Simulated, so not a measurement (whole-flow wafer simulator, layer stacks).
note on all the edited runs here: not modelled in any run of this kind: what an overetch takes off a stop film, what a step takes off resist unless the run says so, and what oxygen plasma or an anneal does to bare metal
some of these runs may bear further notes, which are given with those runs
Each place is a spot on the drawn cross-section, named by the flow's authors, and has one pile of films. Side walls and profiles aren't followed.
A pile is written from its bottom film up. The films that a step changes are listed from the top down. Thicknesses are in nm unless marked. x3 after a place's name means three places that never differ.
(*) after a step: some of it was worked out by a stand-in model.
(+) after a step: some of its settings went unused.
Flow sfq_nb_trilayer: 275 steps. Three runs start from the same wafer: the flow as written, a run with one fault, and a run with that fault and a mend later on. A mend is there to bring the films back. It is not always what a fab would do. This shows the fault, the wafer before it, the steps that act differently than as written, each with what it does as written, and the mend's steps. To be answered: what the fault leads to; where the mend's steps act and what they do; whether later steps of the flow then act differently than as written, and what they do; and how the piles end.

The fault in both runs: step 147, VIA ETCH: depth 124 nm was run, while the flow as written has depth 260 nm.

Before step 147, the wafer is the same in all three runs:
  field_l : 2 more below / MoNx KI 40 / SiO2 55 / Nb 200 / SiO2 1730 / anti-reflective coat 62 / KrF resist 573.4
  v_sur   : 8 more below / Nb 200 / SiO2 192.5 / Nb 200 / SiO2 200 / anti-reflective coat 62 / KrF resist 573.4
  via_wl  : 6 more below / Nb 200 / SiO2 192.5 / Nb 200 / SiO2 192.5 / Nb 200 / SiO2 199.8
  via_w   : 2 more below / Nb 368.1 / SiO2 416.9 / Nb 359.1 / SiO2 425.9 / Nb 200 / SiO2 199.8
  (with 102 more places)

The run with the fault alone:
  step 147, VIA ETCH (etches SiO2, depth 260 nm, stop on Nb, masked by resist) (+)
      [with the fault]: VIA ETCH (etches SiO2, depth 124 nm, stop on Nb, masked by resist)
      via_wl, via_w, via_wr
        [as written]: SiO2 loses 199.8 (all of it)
        [with the fault]: SiO2 loses 124
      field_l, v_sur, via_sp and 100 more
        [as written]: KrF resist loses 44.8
        [with the fault]: KrF resist loses 21.4
  Later steps of the flow acting differently than as written (4 other steps are not shown; they differ only slightly, by no more than 2% or 0.5 nm, whichever is larger):
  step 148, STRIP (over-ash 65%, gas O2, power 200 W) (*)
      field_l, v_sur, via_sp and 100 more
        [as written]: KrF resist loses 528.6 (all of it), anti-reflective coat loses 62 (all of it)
        [with the fault]: KrF resist loses 552.1 (all of it), anti-reflective coat loses 62 (all of it)
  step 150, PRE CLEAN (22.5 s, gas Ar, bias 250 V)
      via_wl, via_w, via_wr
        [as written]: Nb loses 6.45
        [with the fault]: SiO2 loses 7.5
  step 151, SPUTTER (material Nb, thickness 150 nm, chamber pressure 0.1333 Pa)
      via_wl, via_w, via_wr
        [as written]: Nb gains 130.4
        [with the fault]: Nb gains 139.1 (new film)
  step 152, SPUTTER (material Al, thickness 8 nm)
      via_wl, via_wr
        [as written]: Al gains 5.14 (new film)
        [with the fault]: Al gains 6.03 (new film)
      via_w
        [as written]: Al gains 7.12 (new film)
        [with the fault]: Al gains 7.79 (new film)
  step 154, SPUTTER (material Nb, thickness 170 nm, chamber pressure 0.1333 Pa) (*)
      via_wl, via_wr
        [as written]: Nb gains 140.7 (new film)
        [with the fault]: Nb gains 123.7 (new film)
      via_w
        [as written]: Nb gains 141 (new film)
        [with the fault]: Nb gains 165.9 (new film)
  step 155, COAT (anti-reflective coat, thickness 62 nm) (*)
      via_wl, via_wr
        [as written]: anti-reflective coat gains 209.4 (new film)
        [with the fault]: anti-reflective coat gains 185.5 (new film)
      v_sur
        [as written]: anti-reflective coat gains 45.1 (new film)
        [with the fault]: anti-reflective coat gains 48.8 (new film)
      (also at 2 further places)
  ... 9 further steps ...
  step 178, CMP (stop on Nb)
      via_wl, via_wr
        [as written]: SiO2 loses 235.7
        [with the fault]: SiO2 loses 319
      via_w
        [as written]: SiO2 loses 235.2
        [with the fault]: SiO2 loses 318.5
  By the end, the piles at via_wl, via_w, via_wr depart from the flow's by more than 2% or 0.5 nm, whichever is larger.
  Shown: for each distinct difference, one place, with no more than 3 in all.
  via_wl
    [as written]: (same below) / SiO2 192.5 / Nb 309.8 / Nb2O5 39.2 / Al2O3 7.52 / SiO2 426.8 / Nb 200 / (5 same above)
    [with the fault]: (same below) / SiO2 192.5 / Nb 200 / SiO2 68.3 / Nb 126 / Nb2O5 36.5 / Al2O3 9 / SiO2 343.5 / Nb 200 / (5 same above)
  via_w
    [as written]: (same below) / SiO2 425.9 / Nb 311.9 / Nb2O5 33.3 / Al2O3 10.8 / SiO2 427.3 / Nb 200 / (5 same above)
    [with the fault]: (same below) / SiO2 425.9 / Nb 200 / SiO2 68.3 / Nb 128.1 / Nb2O5 30.7 / Al2O3 12.3 / SiO2 344 / Nb 200 / (5 same above)

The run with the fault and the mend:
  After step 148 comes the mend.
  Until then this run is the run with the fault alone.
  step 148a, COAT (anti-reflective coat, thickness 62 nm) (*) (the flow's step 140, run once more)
      p4_fl x3, p4_w1 x9, p4_g1 x2 and 63 more
        anti-reflective coat gains 62 (new film)
      r_sur, res, r_end and 9 more
        anti-reflective coat gains 61.8 (new film)
      jj_sur, ce_l, c5j, ce_r, sp_r, be_r
        anti-reflective coat gains 61.7 (new film)
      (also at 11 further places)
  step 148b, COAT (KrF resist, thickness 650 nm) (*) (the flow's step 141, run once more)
      p4_fl x3, p4_w1 x9, p4_g1 x2 and 63 more
        KrF resist gains 650 (new film)
      lsp_l, ln_m5, lsp_m, ln_m6, lsp_r, l0_sur
        KrF resist gains 649.6 (new film)
      res, r_end, moat, field_r, l0v
        KrF resist gains 649.5 (new film)
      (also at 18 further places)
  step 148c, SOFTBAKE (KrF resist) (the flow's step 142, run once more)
      leaves every film unchanged at each place that is followed
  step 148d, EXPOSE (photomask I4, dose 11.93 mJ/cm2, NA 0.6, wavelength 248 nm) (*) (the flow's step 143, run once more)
      leaves every film unchanged at each place that is followed
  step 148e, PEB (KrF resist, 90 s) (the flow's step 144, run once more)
      gap, jj_sur, ce_l and 93 more
        KrF resist loses 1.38
      v_sur, via_sp, via_v, wire, be, be_sur
        KrF resist loses 1.37
      via_wl, via_wr
        KrF resist loses 1.5
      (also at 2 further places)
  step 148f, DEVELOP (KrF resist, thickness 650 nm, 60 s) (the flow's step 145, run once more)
      field_l, v_sur, via_sp and 100 more
        KrF resist loses 23.5
      via_wl
        KrF resist loses 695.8 (all of it)
      via_w
        KrF resist loses 728.7 (all of it)
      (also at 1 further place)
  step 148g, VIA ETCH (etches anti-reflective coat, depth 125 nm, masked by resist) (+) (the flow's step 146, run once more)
      field_l, v_sur, via_sp and 100 more
        KrF resist loses 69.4
      via_wl, via_wr
        anti-reflective coat loses 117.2 (all of it)
      via_w
        anti-reflective coat loses 80.4 (all of it), SiO2 loses 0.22
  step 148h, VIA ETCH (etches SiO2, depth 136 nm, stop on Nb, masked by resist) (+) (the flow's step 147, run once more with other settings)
      field_l, v_sur, via_sp and 100 more
        KrF resist loses 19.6
      via_wl, via_wr
        SiO2 loses 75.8 (all of it)
      via_w
        SiO2 loses 75.6 (all of it)
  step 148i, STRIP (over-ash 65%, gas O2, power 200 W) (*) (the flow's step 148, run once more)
      p4_fl x3, p4_w1 x9, p4_g1 x2 and 63 more
        KrF resist loses 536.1 (all of it), anti-reflective coat loses 62 (all of it)
      r_end, moat, field_r and 6 more
        KrF resist loses 535.6 (all of it), anti-reflective coat loses 61.8 (all of it)
      r_sur, res, l0v
        KrF resist loses 535.5 (all of it), anti-reflective coat loses 61.8 (all of it)
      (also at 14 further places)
  Every later step of the flow that is run acts as written, at every place that is followed, to within 2% or 0.5 nm, whichever is larger.
  By the end, the piles equal the flow's at every place that both follow.
